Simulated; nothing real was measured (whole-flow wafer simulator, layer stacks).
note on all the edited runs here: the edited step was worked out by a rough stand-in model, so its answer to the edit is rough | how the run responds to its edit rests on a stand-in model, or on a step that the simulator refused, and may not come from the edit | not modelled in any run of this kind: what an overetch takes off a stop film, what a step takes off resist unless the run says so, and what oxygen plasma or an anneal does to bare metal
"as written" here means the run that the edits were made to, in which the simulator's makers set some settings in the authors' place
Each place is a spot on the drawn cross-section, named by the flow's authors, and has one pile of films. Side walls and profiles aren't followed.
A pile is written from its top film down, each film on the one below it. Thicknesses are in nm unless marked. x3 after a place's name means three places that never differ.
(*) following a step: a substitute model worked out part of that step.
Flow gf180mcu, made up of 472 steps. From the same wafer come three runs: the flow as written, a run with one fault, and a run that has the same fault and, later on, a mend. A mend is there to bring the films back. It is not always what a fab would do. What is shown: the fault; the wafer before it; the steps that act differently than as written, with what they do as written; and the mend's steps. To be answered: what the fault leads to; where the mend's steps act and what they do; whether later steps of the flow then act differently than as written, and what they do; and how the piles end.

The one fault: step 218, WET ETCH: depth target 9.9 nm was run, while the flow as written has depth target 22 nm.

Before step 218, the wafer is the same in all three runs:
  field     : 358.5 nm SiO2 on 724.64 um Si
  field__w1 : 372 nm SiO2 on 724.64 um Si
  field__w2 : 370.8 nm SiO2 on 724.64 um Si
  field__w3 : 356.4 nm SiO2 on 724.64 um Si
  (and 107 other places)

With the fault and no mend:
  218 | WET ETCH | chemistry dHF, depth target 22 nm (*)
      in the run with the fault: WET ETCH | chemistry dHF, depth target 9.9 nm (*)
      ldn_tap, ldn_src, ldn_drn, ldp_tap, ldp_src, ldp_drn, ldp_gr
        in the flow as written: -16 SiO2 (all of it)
        in the run with the fault: -10.4 SiO2
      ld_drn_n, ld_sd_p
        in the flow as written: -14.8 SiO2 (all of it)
        in the run with the fault: -10.1 SiO2
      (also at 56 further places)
  Later steps of the flow acting differently than as written (4 more steps, not shown, differ only slightly: by at most 2% or 0.5 nm, whichever is larger):
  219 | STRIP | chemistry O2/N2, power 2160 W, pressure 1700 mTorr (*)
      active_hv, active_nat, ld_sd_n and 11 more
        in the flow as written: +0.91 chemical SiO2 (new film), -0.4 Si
        in the run with the fault: nothing
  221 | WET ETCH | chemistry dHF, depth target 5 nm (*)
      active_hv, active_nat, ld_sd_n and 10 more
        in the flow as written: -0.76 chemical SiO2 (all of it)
        in the run with the fault: -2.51 SiO2
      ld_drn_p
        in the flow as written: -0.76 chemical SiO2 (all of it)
        in the run with the fault: -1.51 SiO2 (all of it)
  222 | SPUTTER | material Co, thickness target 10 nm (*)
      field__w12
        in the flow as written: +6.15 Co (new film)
        in the run with the fault: +6.66 Co (new film)
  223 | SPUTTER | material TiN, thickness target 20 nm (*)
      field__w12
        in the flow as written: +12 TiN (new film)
        in the run with the fault: +12.7 TiN (new film)
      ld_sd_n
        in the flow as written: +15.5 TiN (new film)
        in the run with the fault: +16.3 TiN (new film)
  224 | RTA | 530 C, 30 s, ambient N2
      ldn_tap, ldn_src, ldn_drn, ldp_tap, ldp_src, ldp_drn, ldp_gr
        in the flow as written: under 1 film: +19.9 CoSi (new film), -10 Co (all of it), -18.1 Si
        in the run with the fault: nothing
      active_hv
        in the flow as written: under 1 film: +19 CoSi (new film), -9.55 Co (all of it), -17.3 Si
        in the run with the fault: nothing
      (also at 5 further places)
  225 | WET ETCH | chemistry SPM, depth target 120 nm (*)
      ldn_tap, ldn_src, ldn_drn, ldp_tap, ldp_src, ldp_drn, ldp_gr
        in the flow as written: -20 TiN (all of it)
        in the run with the fault: -20 TiN (all of it), -10 Co (all of it)
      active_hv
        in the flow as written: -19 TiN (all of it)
        in the run with the fault: -19 TiN (all of it), -9.56 Co (all of it)
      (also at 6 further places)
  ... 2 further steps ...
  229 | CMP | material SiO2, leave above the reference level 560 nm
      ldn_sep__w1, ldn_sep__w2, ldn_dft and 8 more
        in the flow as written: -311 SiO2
        in the run with the fault: -324.4 SiO2
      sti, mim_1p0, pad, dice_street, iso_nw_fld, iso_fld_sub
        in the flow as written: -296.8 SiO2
        in the run with the fault: -310.1 SiO2
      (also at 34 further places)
  At active_hv, active_nat, ld_sd_n and 10 more, the piles at the end differ from the flow's by more than 2% or 0.5 nm, whichever is larger.
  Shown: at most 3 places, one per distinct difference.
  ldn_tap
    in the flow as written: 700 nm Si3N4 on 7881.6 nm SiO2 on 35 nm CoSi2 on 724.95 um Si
    in the run with the fault: 700 nm Si3N4 on 7879.7 nm SiO2 on 724.98 um Si
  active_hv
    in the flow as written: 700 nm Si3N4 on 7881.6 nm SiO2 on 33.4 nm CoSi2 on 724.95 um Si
    in the run with the fault: 700 nm Si3N4 on 7879.7 nm SiO2 on 724.98 um Si
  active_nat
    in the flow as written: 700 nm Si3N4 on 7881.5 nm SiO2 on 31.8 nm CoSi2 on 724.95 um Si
    in the run with the fault: 700 nm Si3N4 on 7879.7 nm SiO2 on 724.98 um Si

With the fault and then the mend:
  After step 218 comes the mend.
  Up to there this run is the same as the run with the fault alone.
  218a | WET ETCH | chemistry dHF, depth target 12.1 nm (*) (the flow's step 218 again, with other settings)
      field, field__w1, field__w2 and 47 more
        -12.1 SiO2
      ldn_tap, ldn_src, ldn_drn, ldp_tap, ldp_src, ldp_drn, ldp_gr
        -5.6 SiO2 (all of it)
      ld_drn_n, ld_sd_p
        -4.69 SiO2 (all of it)
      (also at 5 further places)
  Every later step of the flow that is run acts as written, at every place that is followed, to within 2% or 0.5 nm, whichever is larger.
  The piles end only slightly different from the flow's at the places that both follow, by no more than 2% or 0.5 nm, whichever is larger.
